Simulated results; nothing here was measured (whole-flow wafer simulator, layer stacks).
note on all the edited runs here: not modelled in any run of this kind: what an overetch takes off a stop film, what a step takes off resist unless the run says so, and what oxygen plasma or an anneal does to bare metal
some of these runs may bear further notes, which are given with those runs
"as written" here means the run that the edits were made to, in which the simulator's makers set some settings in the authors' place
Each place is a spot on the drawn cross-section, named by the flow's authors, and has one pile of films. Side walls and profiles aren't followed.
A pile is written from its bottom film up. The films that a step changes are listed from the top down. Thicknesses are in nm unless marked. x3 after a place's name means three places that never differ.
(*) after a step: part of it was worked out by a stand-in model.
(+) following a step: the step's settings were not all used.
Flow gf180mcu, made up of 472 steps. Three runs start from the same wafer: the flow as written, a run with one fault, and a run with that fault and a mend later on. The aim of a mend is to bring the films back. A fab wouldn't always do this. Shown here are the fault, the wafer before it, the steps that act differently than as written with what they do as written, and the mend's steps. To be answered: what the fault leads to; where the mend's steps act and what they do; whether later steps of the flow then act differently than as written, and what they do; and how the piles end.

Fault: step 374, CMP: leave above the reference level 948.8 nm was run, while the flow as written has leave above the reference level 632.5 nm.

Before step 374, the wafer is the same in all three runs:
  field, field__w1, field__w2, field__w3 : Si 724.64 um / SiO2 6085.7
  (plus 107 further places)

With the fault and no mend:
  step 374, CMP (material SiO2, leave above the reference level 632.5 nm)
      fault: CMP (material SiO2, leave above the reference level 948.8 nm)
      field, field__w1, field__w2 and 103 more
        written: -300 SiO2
        fault: nothing
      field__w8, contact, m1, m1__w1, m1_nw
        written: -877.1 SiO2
        fault: -560.8 SiO2
  Steps later in the flow that act otherwise than as written (not shown: 13 more steps that differ only slightly, by at most 2% or 0.5 nm, whichever is larger):
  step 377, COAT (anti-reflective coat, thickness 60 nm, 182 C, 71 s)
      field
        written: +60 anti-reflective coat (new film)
        fault: +66.4 anti-reflective coat (new film)
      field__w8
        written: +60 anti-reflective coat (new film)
        fault: +50.6 anti-reflective coat (new film)
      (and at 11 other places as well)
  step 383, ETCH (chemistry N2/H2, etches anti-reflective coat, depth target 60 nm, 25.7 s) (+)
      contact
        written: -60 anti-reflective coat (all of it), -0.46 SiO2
        fault: -50.5 anti-reflective coat (all of it), -0.7 SiO2
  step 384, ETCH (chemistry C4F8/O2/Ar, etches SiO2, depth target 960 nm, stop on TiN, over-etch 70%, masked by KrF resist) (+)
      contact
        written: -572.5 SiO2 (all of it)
        fault: -888.5 SiO2 (all of it)
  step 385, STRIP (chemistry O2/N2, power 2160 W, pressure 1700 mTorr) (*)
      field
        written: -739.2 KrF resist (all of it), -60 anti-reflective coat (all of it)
        fault: -735.8 KrF resist (all of it), -66.4 anti-reflective coat (all of it)
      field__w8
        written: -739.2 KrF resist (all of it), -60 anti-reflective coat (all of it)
        fault: -737.7 KrF resist (all of it), -50.6 anti-reflective coat (all of it)
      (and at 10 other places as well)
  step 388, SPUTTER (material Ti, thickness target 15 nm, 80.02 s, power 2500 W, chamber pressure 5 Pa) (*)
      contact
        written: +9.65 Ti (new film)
        fault: +8.11 Ti (new film)
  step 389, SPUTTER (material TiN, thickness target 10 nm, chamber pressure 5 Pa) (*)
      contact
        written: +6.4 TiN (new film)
        fault: +5.38 TiN (new film)
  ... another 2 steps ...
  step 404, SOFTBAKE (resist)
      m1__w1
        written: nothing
        fault: -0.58 resist
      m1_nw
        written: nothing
        fault: -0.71 resist
  The piles end different from the flow's at field, field__w1, field__w2 and 109 more by more than 2% or 0.5 nm, whichever is larger.
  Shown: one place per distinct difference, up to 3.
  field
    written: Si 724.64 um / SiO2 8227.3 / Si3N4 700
    fault: Si 724.64 um / SiO2 8527.3 / Si3N4 700
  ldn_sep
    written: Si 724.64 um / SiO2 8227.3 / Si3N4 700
    fault: Si 724.64 um / SiO2 8527.2 / Si3N4 700
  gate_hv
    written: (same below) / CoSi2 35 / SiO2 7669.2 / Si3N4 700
    fault: (same below) / CoSi2 35 / SiO2 7969.1 / Si3N4 700

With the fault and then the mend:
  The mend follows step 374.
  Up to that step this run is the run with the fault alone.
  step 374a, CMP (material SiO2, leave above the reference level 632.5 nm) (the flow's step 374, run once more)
      field, field__w1, field__w2 and 103 more
        -300 SiO2
      field__w8, contact, m1, m1__w1, m1_nw
        -316.3 SiO2
  None of the later steps of the flow acts differently than as written at any place that is followed.
  By the end, the piles equal the flow's at every place that both follow.
